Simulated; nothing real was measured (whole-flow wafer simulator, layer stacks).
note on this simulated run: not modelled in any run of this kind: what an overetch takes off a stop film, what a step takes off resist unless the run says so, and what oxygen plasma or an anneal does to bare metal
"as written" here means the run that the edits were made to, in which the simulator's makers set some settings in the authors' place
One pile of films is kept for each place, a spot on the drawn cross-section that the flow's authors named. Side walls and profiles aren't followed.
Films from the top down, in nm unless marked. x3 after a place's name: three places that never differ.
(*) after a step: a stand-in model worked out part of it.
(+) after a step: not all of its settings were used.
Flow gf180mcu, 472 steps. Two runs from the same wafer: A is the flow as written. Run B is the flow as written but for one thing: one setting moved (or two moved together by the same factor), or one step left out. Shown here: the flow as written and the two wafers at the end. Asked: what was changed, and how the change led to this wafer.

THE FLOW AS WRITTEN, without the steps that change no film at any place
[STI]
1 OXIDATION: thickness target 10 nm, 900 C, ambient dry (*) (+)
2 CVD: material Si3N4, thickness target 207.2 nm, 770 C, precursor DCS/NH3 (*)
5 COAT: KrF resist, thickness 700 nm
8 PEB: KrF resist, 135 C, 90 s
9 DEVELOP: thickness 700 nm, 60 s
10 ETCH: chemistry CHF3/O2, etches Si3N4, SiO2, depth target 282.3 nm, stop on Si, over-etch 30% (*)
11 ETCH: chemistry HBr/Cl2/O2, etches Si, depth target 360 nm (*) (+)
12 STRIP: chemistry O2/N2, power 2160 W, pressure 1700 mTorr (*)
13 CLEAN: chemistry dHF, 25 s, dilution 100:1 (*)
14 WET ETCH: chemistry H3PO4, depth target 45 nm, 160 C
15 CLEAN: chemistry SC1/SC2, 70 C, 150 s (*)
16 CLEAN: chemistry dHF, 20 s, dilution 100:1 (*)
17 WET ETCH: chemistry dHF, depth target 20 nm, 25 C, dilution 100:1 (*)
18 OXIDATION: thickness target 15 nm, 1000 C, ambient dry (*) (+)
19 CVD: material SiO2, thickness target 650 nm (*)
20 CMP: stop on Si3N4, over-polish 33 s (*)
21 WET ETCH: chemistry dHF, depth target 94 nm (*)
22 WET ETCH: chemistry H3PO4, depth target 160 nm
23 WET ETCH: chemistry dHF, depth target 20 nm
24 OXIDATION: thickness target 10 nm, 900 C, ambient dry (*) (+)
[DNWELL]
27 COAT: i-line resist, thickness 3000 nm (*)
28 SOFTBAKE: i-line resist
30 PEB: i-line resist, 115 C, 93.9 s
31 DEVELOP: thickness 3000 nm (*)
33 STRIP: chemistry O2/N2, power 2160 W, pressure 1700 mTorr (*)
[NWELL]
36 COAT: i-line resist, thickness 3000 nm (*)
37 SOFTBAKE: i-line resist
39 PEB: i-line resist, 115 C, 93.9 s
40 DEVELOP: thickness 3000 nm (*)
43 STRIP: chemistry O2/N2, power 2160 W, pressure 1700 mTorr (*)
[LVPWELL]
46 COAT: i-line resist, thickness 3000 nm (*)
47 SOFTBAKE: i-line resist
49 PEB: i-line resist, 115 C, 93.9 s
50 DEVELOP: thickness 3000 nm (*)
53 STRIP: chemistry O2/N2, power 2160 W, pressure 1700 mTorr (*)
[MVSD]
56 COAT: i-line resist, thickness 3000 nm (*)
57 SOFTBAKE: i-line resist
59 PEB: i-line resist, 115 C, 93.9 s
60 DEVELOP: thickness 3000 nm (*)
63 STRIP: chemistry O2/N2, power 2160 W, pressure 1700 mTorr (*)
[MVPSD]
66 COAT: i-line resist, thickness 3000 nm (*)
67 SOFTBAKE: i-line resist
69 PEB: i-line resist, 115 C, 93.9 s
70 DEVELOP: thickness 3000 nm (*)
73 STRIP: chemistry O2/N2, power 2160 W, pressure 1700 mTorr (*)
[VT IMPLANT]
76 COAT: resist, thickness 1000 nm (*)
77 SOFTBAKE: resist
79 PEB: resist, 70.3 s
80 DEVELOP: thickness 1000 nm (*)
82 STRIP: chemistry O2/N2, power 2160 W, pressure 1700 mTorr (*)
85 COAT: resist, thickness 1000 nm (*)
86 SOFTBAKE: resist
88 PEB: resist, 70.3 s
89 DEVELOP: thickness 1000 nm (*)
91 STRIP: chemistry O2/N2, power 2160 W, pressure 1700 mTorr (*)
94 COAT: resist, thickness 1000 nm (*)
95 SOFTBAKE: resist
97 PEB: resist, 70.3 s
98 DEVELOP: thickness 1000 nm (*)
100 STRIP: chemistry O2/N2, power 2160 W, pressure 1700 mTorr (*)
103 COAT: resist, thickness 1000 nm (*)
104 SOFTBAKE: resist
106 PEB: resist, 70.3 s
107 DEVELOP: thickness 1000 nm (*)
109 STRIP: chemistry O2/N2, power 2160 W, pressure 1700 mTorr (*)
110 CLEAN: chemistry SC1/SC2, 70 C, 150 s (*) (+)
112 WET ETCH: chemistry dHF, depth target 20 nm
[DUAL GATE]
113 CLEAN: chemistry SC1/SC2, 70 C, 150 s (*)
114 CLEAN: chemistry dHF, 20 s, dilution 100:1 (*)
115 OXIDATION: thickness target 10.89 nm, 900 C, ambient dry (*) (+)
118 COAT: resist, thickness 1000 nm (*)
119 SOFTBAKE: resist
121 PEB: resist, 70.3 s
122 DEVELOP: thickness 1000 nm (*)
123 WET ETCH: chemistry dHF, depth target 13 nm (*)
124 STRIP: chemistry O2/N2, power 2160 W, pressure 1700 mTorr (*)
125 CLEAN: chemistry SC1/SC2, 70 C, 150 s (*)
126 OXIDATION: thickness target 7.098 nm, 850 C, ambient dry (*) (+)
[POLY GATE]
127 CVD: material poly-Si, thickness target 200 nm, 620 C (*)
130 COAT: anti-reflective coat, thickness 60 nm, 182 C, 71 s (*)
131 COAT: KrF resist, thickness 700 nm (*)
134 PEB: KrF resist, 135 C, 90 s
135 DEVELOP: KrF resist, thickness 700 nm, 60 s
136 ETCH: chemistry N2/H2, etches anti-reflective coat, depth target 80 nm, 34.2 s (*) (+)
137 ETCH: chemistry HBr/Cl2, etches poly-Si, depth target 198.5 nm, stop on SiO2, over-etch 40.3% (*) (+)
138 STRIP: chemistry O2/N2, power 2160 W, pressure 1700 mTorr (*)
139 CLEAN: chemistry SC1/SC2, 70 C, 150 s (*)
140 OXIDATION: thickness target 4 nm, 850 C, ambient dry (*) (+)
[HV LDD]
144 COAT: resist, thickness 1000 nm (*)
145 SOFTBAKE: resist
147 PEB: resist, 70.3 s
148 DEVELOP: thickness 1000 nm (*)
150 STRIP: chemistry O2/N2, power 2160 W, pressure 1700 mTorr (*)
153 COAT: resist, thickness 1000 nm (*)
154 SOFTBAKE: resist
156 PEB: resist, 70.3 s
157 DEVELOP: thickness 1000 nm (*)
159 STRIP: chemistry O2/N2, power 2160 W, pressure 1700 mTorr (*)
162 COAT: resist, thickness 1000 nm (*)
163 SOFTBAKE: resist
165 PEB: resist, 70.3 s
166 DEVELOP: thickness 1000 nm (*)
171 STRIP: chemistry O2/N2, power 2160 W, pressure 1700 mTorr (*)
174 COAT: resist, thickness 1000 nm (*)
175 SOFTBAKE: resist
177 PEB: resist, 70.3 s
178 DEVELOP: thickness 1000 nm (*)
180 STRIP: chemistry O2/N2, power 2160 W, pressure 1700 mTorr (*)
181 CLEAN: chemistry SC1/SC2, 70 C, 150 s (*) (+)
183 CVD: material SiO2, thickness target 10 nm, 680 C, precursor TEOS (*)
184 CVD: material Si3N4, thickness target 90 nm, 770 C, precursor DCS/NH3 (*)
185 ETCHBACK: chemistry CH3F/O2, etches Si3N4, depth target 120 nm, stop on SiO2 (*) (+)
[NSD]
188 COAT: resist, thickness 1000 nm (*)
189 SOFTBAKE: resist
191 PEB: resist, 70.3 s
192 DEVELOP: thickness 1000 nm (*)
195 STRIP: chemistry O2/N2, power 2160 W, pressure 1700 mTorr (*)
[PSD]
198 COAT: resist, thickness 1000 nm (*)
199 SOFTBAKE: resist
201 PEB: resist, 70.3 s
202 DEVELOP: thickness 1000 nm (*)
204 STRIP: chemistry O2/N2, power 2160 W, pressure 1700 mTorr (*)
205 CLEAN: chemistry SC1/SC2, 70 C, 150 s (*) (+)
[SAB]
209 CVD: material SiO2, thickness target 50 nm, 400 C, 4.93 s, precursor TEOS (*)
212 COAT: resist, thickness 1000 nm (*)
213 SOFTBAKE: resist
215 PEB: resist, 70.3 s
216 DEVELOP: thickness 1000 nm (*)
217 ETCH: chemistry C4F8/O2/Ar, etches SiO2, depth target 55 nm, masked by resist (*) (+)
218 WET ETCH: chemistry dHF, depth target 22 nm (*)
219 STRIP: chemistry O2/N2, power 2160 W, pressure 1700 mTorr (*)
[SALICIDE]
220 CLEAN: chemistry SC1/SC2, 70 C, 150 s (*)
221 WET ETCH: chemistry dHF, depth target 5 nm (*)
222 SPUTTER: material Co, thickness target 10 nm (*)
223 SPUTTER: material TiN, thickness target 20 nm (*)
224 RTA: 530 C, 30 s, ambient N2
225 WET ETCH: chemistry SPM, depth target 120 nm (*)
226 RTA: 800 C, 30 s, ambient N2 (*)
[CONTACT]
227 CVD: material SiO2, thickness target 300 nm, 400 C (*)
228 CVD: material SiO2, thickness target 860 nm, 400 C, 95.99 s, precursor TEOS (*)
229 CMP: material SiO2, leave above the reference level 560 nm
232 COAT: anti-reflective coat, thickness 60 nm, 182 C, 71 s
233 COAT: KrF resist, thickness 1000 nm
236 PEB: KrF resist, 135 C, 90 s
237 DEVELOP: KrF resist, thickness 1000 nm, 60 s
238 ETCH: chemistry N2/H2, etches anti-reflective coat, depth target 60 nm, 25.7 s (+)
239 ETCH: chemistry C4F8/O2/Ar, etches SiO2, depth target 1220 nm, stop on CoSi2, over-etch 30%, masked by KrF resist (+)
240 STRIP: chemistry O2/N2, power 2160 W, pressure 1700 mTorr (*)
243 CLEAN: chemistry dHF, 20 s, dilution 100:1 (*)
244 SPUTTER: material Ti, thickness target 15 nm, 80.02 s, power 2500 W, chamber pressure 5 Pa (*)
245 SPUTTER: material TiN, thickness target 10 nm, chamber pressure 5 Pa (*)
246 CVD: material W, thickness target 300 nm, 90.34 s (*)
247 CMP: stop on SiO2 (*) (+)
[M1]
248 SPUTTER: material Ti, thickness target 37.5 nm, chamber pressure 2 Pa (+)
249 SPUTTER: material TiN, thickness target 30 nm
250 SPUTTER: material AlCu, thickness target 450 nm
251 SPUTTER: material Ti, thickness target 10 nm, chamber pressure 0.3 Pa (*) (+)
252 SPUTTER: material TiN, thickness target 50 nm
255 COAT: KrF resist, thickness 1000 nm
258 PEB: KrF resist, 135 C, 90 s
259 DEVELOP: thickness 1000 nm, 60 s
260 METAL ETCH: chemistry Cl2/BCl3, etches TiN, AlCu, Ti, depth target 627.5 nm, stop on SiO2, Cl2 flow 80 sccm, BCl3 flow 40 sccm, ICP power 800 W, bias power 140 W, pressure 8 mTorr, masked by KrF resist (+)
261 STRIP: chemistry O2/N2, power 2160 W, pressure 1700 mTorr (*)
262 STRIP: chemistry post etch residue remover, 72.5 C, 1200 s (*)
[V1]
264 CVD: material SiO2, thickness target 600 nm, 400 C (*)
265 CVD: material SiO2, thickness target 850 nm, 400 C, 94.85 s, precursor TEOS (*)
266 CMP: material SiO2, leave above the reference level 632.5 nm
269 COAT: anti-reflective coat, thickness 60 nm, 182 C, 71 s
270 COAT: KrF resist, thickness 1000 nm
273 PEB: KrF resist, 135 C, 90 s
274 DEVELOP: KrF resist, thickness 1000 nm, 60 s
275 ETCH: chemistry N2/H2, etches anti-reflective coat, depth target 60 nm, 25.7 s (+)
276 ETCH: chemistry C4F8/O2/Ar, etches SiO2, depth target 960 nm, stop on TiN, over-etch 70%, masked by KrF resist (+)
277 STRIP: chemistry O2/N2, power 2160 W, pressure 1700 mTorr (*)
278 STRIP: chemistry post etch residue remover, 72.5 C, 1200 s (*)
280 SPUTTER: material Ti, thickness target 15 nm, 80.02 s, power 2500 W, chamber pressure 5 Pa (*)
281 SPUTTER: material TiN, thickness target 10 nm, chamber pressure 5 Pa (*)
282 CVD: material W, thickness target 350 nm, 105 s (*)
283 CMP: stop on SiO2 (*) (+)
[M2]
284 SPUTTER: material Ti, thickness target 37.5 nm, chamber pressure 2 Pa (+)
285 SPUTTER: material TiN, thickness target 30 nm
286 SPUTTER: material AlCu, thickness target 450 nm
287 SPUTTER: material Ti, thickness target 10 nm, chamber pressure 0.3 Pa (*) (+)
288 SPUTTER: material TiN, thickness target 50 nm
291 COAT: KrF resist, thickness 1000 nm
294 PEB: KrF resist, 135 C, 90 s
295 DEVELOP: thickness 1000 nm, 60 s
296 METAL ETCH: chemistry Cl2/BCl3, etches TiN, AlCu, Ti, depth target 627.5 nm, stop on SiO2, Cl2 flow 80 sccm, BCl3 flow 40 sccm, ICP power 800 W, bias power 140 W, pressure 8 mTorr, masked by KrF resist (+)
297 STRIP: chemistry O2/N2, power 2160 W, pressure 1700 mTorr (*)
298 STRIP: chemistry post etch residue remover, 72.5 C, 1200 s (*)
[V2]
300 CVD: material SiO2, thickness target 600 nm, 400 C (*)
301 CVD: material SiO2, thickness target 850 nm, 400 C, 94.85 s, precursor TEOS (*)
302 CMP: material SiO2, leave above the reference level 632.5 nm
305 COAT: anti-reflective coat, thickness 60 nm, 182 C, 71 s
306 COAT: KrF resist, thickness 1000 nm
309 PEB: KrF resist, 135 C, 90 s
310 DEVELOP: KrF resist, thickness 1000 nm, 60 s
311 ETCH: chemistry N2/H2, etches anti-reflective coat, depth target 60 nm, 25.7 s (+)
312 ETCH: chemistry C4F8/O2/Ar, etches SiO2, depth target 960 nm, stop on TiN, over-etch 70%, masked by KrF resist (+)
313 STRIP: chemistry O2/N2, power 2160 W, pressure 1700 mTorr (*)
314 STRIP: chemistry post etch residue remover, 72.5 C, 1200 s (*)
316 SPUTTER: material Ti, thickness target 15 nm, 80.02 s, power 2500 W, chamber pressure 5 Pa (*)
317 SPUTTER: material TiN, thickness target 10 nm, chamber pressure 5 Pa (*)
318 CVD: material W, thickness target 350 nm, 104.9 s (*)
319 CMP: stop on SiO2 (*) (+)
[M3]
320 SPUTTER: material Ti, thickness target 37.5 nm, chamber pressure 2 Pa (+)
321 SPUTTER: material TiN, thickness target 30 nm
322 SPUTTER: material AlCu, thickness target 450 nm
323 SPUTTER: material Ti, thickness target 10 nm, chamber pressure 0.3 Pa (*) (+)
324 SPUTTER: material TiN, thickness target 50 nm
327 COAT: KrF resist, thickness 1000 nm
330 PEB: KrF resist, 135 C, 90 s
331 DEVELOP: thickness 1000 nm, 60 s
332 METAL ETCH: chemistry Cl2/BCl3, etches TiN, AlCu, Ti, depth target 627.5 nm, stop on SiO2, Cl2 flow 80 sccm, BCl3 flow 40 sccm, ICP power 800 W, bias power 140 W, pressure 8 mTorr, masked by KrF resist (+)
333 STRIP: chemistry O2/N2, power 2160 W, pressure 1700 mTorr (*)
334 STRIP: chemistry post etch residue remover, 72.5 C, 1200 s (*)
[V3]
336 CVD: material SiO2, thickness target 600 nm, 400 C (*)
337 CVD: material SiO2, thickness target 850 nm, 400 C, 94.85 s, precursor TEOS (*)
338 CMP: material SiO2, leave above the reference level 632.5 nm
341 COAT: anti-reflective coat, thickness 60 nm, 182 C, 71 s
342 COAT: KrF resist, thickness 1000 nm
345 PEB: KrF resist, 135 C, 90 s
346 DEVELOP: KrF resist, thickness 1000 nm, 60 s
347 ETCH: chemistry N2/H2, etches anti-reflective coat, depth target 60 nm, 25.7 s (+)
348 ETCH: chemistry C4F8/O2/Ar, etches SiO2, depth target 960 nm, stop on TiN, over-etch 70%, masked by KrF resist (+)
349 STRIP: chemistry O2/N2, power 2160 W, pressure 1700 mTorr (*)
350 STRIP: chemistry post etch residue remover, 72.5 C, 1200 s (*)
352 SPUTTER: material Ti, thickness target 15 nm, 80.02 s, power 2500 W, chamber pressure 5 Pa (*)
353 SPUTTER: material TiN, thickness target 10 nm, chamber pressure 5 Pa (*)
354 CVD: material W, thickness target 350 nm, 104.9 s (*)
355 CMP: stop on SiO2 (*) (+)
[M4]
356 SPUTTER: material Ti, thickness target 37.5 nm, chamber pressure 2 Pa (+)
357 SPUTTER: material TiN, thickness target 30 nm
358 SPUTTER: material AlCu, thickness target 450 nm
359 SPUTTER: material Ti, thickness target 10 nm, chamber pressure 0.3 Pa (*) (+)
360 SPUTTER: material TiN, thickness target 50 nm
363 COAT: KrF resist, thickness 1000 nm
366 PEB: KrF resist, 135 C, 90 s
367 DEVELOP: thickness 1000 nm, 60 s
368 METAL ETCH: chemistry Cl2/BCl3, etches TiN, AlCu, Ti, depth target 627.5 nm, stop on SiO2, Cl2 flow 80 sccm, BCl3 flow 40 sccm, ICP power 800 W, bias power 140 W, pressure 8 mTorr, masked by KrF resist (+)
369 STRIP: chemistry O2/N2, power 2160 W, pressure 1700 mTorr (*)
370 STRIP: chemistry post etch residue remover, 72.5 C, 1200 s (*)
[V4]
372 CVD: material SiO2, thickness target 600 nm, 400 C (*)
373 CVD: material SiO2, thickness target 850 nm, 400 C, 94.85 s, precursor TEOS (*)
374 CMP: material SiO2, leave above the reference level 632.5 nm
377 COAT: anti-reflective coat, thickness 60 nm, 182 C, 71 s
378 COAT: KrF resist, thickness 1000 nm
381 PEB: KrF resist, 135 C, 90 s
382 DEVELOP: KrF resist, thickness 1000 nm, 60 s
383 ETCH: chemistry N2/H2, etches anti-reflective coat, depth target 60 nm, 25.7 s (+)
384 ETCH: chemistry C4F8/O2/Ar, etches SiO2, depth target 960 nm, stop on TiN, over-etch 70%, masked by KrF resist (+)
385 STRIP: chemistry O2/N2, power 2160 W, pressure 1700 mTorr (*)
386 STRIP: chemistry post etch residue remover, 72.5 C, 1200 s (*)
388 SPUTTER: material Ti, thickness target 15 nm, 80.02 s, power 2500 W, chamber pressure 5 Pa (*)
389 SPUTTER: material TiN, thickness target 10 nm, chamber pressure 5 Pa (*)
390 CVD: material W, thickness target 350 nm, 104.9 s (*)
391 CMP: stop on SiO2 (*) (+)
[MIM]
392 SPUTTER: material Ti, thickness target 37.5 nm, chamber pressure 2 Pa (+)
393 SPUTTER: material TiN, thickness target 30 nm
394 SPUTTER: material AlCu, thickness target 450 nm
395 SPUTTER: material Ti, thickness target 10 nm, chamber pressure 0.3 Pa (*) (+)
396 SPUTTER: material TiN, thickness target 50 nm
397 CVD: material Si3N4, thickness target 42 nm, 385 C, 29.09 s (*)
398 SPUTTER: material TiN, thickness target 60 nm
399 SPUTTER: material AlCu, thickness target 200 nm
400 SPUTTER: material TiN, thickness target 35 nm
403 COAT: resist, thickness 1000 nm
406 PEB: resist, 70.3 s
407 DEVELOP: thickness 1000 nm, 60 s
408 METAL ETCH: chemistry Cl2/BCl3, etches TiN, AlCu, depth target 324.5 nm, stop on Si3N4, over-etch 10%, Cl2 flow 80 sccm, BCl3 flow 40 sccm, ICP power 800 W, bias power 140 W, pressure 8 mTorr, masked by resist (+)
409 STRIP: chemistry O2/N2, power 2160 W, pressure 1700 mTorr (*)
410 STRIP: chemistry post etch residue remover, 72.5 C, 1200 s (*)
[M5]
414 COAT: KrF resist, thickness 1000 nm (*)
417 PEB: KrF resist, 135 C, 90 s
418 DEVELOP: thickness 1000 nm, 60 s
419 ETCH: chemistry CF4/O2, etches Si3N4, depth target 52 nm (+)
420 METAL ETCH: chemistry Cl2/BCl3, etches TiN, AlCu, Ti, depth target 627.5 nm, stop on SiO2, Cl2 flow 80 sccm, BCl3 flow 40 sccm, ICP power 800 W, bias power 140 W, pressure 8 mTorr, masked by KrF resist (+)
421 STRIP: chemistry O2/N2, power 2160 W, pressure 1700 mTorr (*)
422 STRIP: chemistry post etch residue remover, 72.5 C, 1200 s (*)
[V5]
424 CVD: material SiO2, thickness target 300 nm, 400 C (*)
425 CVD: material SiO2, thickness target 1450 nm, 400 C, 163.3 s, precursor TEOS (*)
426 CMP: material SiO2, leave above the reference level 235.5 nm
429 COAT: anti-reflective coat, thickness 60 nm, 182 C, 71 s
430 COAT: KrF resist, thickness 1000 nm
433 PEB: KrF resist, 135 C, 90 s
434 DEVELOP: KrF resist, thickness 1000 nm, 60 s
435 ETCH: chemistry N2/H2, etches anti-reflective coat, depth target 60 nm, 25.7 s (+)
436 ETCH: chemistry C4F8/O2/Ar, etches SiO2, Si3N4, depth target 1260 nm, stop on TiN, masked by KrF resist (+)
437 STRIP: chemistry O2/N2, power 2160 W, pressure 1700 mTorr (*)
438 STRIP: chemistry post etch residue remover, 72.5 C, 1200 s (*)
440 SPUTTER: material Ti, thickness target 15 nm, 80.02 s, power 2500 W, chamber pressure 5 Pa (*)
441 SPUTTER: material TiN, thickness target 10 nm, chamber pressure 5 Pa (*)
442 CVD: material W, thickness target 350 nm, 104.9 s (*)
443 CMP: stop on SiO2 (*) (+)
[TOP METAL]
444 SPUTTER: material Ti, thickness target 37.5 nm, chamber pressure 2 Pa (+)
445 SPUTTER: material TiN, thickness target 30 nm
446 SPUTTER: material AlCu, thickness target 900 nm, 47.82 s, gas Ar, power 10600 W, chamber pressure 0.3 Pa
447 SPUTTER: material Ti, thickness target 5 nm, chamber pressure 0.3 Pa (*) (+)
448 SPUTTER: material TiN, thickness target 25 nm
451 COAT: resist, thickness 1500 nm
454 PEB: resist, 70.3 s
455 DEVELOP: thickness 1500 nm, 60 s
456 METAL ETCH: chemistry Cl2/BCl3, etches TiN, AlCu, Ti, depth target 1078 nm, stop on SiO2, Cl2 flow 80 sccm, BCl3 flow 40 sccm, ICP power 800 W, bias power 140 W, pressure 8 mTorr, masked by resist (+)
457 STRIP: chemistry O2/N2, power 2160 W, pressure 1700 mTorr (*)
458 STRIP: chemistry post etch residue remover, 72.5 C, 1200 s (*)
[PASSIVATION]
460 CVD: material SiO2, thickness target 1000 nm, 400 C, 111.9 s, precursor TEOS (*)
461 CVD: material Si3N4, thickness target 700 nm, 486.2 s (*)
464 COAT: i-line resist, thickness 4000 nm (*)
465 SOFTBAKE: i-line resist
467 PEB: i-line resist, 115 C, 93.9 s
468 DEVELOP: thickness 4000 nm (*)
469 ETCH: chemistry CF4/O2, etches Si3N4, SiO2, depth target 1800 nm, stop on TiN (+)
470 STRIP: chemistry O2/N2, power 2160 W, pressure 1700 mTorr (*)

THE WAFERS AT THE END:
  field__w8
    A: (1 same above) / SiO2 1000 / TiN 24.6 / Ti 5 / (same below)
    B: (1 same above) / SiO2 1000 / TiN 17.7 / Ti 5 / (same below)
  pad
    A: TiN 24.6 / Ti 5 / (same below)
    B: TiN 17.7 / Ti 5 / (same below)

The cause: step 448, SPUTTER: thickness target 18.1 nm was run, where the flow has thickness target 25 nm.

How the change led to this, step by step:
  448 SPUTTER: material TiN, thickness target 25 nm
      field, field__w1, field__w2 and 109 more: A TiN +25 (new film) | B TiN +18.1 (new film)
  456 METAL ETCH: chemistry Cl2/BCl3, etches TiN, AlCu, Ti, depth target 1078 nm, stop on SiO2, Cl2 flow 80 sccm, BCl3 flow 40 sccm, ICP power 800 W, bias power 140 W, pressure 8 mTorr, masked by resist (+)
      field, field__w1, field__w2 and 103 more: A TiN -25 (all of it), Ti -5 (all of it), AlCu -900 (all of it), TiN -30 (all of it), Ti -37.5 (all of it) | B TiN -18.1 (all of it), Ti -5 (all of it), AlCu -900 (all of it), TiN -30 (all of it), Ti -37.5 (all of it)
